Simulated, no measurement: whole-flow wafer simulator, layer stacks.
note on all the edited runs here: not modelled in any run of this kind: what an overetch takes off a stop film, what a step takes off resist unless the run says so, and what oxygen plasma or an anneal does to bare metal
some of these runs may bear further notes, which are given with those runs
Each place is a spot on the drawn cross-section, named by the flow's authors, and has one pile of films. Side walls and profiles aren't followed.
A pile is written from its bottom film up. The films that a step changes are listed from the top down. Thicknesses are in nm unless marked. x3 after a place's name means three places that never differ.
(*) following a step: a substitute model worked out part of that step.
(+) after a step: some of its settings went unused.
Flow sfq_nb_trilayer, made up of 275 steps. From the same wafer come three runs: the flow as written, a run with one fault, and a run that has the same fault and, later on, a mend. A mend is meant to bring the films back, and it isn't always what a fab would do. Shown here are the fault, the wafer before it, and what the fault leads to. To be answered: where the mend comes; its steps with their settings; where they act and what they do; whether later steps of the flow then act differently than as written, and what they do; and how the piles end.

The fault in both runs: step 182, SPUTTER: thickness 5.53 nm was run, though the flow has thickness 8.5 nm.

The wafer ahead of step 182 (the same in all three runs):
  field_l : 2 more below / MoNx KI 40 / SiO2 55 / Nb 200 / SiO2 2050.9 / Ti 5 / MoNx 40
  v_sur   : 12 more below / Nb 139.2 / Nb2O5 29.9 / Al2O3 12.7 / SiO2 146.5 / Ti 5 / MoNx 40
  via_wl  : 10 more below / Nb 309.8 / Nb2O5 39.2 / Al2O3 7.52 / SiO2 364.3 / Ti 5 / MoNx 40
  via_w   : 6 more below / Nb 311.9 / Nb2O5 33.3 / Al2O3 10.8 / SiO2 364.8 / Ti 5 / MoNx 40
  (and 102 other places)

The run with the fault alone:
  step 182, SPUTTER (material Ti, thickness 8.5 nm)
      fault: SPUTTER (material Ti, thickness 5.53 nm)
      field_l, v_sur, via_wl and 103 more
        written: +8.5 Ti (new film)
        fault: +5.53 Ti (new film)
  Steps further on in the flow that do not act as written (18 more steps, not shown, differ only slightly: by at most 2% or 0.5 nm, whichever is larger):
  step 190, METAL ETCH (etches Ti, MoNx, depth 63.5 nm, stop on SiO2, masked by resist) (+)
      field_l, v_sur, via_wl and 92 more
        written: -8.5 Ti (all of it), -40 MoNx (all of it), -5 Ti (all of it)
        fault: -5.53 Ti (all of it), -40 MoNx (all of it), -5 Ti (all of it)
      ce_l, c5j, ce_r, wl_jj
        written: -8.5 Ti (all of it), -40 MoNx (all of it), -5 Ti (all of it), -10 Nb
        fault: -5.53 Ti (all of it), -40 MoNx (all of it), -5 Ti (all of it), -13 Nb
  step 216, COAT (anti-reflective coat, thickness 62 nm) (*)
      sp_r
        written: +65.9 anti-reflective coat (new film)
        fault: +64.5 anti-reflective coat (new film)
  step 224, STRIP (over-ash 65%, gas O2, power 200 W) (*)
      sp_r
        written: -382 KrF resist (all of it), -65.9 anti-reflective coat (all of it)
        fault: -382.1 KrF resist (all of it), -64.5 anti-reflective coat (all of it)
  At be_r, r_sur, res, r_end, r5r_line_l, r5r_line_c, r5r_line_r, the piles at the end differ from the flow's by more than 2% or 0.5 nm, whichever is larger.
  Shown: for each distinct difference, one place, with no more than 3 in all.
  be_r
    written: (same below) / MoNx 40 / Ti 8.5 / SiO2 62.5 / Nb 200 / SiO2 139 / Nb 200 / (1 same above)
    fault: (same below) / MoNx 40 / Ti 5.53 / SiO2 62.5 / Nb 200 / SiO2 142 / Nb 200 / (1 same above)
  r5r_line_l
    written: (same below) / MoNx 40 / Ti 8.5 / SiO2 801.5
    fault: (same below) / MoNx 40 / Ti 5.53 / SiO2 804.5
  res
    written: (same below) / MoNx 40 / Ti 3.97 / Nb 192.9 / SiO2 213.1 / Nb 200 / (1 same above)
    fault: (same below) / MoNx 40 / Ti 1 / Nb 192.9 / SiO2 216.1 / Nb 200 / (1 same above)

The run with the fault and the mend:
  The mend stands after step 182.
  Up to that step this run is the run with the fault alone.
  step 182a, SPUTTER (material Ti, thickness 2.97 nm) (the flow's step 182 again, with other settings)
      field_l, v_sur, via_wl and 103 more
        +2.97 Ti
  Every later step of the flow that is run acts as written at every place that is followed.
  At every place that both follow, the piles at the end match the flow's.
